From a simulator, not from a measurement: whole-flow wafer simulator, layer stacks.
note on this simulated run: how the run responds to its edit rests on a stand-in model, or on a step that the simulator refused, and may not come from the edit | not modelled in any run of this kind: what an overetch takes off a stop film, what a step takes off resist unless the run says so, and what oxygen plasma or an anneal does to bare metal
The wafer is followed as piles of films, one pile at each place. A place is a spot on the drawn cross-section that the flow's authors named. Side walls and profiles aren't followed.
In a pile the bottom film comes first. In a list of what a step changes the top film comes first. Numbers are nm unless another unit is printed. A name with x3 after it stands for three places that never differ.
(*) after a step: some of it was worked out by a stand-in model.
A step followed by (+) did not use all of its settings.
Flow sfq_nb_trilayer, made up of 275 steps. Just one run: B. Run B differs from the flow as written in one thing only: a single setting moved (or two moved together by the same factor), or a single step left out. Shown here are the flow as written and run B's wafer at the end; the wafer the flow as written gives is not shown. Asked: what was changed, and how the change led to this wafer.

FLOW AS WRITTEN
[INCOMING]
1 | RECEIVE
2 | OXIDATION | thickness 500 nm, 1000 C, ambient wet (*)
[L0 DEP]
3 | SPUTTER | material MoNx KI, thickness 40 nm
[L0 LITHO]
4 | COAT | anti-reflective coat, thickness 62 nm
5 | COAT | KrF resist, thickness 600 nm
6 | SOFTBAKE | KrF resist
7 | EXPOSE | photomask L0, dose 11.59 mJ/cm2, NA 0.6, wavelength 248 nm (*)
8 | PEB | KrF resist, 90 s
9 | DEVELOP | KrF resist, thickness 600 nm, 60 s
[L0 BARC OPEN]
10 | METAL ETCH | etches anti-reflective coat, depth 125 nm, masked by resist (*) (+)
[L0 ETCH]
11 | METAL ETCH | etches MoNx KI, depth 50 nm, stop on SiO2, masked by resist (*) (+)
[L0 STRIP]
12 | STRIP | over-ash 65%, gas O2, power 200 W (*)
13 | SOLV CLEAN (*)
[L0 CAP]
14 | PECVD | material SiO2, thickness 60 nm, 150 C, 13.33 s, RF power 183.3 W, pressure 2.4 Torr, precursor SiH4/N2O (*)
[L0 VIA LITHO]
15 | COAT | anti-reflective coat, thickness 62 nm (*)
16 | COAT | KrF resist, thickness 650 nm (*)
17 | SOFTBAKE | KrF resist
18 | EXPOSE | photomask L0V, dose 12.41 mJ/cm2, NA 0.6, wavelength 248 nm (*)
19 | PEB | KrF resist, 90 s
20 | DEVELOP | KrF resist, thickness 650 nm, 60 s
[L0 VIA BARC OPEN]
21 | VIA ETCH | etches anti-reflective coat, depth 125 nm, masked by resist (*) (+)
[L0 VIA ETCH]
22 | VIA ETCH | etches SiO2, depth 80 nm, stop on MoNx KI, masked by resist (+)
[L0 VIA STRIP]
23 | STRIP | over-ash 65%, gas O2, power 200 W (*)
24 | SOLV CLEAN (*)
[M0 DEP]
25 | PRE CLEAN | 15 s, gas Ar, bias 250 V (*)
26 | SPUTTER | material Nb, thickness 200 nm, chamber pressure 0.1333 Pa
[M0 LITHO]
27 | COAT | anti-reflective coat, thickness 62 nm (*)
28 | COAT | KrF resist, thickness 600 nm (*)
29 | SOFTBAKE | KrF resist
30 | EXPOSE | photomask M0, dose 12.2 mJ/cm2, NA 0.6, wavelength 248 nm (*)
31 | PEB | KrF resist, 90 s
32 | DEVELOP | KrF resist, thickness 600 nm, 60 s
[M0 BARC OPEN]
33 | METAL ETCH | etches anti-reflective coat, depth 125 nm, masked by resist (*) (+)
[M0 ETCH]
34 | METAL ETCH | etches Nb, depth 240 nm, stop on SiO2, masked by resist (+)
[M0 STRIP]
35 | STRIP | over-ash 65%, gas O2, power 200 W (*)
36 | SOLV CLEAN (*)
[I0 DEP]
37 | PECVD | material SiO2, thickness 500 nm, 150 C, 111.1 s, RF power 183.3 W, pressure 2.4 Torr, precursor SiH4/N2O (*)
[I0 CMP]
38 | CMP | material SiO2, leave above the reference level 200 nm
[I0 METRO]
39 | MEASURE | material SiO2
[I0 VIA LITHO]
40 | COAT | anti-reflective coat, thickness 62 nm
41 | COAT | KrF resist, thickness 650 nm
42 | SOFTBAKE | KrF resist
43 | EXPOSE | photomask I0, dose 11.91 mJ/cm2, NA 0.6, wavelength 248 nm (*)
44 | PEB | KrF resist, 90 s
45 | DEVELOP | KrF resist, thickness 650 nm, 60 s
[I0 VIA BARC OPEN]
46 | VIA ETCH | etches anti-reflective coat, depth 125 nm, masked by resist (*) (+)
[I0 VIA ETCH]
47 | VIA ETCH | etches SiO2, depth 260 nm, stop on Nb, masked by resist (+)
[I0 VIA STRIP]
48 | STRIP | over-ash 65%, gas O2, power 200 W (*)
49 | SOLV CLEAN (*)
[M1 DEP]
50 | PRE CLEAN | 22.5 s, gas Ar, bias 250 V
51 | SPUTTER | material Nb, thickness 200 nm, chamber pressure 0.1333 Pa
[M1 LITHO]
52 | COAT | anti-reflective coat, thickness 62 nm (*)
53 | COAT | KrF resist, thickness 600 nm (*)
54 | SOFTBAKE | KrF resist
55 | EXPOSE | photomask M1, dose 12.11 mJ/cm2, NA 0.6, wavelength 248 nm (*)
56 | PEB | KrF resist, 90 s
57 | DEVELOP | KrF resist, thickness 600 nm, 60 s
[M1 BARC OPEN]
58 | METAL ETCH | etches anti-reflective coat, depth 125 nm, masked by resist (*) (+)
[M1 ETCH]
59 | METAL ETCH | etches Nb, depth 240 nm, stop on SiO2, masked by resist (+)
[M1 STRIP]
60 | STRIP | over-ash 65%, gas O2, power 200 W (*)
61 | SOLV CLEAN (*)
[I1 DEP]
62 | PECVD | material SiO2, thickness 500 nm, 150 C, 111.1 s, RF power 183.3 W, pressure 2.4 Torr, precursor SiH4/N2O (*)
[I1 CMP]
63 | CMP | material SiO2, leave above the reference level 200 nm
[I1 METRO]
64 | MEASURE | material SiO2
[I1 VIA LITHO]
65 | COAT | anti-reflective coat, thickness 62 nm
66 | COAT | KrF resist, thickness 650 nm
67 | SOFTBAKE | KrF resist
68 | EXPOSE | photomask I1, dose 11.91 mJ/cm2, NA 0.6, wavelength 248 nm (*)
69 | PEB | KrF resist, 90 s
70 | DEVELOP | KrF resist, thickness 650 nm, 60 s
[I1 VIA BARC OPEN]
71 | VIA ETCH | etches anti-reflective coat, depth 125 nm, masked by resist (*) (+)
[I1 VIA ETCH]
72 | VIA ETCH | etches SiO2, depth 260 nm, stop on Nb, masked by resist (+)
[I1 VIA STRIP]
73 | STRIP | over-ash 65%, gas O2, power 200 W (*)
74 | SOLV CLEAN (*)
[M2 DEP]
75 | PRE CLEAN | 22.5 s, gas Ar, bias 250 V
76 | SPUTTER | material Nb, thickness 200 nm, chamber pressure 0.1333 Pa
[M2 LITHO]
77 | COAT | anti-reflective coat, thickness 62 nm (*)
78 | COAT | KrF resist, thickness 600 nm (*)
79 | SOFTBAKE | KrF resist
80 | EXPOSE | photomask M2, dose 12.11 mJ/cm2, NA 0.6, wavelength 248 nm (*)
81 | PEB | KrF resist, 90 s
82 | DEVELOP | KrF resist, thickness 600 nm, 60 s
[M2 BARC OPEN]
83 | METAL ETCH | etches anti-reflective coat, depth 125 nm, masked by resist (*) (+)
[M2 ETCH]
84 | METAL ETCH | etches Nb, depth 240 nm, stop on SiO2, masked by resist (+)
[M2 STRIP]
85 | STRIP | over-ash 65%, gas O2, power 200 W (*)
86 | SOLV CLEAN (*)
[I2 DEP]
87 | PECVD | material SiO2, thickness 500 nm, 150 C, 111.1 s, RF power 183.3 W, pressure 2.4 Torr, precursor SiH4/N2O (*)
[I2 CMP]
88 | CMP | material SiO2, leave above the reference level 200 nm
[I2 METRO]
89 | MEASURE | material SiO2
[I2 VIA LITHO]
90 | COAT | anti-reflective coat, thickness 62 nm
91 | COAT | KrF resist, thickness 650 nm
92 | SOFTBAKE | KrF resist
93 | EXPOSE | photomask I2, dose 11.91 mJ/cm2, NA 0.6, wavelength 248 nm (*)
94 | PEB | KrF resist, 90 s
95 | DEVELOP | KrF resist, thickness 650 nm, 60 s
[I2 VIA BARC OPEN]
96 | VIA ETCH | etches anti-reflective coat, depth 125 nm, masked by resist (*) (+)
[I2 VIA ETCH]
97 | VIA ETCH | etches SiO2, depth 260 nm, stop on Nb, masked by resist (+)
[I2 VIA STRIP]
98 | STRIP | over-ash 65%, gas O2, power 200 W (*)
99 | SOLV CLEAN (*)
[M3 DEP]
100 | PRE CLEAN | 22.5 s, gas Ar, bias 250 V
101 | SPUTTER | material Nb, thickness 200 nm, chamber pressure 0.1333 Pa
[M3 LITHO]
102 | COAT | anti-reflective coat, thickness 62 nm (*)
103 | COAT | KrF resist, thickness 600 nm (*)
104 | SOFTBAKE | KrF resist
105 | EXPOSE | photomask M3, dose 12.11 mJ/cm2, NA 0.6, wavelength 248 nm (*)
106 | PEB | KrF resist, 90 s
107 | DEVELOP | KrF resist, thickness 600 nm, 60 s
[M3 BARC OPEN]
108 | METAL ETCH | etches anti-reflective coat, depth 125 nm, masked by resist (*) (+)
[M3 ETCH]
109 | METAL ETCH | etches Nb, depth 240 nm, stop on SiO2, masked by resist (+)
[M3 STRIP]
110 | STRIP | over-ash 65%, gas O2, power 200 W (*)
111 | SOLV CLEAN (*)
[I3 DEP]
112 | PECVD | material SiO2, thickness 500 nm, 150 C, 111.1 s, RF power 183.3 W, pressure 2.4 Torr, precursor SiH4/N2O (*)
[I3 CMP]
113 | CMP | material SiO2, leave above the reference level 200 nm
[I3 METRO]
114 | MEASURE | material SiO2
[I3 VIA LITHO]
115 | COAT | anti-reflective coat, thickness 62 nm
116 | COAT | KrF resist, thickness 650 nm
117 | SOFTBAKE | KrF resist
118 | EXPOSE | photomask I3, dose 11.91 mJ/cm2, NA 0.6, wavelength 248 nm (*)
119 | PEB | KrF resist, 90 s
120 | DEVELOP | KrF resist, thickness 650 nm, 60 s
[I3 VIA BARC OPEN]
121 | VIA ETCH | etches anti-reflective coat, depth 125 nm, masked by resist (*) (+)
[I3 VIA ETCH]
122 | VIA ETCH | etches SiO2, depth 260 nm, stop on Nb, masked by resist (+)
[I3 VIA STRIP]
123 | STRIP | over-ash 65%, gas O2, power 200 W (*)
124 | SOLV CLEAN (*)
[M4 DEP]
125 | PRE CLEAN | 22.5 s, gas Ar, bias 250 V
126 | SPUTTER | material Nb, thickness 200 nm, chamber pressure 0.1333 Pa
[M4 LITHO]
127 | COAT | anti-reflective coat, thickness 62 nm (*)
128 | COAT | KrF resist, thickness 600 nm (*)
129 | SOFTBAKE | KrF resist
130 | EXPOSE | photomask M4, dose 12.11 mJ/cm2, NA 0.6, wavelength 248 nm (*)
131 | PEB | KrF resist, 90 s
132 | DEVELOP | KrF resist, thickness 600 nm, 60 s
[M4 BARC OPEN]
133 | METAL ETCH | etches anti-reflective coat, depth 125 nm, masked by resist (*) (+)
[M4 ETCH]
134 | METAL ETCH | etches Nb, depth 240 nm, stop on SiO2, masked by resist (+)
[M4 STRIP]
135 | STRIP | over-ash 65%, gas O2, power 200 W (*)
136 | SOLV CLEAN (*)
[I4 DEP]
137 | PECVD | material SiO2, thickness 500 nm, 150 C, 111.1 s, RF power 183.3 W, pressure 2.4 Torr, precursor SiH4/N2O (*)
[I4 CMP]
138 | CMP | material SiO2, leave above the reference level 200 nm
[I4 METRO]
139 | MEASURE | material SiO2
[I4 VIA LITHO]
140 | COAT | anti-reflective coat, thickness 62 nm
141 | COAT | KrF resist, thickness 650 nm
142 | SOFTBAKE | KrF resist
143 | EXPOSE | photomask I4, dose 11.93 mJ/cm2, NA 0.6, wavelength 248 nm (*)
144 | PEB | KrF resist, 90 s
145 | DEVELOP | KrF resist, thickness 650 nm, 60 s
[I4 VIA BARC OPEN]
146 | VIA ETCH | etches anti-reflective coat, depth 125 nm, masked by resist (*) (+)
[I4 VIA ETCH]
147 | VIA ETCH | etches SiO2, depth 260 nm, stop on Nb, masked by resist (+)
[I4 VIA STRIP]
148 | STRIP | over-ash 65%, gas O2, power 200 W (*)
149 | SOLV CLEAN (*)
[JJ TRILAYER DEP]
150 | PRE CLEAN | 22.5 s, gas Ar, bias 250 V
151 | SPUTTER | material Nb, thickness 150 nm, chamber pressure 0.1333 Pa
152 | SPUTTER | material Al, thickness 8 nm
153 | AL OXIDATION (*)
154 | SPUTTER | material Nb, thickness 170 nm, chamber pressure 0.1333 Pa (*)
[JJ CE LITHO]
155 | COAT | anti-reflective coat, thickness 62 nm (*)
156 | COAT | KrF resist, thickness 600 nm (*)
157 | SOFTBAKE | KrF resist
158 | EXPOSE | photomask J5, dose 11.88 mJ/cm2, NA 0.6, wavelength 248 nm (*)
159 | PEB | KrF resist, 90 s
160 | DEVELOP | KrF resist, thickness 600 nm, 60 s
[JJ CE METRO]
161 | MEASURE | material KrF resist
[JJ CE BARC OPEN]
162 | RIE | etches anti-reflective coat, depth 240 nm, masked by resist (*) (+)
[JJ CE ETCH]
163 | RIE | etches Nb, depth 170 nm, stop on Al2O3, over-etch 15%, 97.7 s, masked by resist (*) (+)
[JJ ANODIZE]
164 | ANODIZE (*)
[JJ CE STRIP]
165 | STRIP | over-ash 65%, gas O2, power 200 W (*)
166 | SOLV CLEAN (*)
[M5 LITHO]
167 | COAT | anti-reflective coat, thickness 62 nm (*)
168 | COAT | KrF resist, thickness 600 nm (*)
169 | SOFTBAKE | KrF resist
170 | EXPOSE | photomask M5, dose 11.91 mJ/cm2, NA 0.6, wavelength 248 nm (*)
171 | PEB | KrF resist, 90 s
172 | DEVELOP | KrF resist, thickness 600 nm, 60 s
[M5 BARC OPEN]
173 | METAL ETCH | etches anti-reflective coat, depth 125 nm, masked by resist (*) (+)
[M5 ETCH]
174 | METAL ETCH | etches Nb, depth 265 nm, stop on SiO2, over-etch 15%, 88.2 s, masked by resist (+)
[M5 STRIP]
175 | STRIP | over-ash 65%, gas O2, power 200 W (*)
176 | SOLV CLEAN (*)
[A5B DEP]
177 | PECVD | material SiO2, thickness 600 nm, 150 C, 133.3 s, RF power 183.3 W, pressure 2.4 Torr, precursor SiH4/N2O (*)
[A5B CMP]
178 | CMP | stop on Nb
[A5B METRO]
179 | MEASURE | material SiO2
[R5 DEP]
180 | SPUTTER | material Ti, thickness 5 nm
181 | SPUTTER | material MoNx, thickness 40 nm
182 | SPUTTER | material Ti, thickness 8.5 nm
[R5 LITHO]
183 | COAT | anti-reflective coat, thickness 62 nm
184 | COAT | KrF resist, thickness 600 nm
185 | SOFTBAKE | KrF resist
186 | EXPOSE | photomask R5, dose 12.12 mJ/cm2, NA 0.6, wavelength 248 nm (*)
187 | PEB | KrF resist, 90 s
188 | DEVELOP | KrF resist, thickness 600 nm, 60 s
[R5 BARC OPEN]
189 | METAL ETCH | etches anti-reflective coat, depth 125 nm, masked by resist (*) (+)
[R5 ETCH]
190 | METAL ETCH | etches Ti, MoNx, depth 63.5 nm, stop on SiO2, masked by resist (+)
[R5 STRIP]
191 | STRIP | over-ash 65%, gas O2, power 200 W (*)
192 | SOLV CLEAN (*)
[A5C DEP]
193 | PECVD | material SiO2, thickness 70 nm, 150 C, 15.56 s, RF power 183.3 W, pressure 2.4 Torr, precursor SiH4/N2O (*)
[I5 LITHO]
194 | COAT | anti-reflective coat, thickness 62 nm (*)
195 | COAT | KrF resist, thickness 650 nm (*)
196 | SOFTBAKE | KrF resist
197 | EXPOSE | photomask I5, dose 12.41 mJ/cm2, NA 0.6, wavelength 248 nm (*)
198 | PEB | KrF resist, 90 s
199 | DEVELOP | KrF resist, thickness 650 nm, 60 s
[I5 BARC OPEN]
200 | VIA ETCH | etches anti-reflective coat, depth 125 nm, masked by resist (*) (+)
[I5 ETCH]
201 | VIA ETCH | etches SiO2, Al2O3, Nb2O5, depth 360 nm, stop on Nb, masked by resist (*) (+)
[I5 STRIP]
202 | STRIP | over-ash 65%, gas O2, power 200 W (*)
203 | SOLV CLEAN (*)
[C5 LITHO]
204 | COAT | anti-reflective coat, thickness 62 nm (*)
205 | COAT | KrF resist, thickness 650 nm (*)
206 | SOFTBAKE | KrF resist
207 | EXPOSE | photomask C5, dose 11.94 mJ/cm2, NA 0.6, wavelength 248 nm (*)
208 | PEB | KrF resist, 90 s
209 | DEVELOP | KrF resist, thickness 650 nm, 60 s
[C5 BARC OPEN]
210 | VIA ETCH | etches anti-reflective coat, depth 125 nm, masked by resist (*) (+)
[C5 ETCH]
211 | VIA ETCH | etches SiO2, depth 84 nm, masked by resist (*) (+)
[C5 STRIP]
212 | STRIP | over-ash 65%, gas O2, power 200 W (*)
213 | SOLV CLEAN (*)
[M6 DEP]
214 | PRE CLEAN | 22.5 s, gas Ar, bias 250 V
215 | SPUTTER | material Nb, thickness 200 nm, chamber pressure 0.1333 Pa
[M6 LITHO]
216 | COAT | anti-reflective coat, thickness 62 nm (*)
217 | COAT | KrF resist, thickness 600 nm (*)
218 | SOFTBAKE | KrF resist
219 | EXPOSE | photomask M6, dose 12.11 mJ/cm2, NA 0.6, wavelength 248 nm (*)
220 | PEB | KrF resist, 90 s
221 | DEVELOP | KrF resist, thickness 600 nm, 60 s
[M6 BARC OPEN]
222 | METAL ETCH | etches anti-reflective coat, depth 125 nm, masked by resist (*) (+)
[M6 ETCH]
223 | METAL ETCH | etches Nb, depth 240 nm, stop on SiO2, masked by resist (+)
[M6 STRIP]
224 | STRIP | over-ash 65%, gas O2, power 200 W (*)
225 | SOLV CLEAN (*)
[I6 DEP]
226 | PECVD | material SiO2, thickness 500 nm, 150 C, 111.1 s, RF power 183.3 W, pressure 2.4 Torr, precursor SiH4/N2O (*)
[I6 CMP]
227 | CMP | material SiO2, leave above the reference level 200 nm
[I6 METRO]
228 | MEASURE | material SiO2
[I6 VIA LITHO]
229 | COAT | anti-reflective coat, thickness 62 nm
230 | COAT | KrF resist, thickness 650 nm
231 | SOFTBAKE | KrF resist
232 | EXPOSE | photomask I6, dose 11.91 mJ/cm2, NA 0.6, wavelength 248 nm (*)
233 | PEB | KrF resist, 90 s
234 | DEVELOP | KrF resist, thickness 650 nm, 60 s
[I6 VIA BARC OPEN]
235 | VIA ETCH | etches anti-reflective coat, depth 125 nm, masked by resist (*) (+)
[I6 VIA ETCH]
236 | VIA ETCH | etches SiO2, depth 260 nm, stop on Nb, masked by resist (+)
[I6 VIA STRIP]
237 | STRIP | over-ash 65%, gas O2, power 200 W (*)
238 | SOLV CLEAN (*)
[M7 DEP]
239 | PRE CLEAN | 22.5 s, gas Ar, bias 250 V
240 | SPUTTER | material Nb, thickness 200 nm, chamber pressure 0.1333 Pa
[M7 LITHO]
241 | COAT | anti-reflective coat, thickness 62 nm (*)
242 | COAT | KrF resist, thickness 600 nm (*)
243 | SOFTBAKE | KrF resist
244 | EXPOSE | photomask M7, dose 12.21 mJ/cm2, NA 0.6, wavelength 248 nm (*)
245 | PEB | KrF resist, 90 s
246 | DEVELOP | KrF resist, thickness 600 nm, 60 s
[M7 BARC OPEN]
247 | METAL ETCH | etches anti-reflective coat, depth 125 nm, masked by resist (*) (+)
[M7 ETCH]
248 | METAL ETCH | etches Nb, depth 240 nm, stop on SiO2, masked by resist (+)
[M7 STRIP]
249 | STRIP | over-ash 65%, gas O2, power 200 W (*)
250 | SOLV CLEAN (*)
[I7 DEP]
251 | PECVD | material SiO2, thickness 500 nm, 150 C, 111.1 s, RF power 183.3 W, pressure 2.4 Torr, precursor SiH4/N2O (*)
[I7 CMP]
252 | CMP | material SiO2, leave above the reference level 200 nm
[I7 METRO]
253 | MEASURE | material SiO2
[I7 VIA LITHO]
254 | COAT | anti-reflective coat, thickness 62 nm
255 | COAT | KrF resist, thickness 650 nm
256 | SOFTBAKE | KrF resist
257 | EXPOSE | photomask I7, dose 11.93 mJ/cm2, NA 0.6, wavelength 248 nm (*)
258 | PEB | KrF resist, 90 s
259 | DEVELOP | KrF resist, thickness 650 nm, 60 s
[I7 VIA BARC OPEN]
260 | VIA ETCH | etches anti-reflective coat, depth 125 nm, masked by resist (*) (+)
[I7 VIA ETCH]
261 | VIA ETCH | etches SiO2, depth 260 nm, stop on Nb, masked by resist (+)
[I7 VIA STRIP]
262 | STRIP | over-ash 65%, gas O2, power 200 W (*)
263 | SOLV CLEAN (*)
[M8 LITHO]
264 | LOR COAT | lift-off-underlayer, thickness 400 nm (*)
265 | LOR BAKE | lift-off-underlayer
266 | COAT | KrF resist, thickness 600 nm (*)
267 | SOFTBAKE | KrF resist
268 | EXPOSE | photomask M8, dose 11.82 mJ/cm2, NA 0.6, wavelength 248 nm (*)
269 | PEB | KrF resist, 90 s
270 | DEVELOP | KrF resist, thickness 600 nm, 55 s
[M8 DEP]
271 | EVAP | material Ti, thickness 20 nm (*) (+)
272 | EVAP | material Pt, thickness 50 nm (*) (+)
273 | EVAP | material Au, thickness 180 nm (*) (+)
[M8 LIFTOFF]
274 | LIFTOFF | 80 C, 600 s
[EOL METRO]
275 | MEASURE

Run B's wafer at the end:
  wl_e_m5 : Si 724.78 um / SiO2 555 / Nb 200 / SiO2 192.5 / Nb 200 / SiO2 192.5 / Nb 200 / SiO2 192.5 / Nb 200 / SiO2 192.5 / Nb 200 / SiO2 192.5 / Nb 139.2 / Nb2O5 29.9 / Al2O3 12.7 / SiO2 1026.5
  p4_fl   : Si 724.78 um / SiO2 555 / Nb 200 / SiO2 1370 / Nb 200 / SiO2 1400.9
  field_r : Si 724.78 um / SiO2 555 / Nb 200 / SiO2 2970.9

Cause: step 240, SPUTTER: thickness 225 nm was run, whereas the flow has thickness 200 nm.

The path from the change to this, step by step:
  240 | SPUTTER | material Nb, thickness 200 nm, chamber pressure 0.1333 Pa
      field_l, v_sur, via_wl and 102 more: +225 Nb (new film) (in the flow as written it would be: +200 Nb (new film))
      via_v: +181.3 Nb (in the flow as written it would be: +161.1 Nb)
  248 | METAL ETCH | etches Nb, depth 240 nm, stop on SiO2, masked by resist (+)
      field_l, field_r, lsp_l and 62 more: -225 Nb (all of it) (in the flow as written it would be: -200 Nb (all of it))
  251 | PECVD | material SiO2, thickness 500 nm, 150 C, 111.1 s, RF power 183.3 W, pressure 2.4 Torr, precursor SiH4/N2O (*)
      m7r_space_l x2: +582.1 SiO2 (in the flow as written it would be: +557.1 SiO2)
  252 | CMP | material SiO2, leave above the reference level 200 nm
      field_l, p4_fl, p4_fm and 56 more: -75 SiO2 (in the flow as written it would be: -100 SiO2)
      field_r, lsp_l: -49.9 SiO2 (in the flow as written it would be: -77.7 SiO2)
      (and at 2 other places as well)
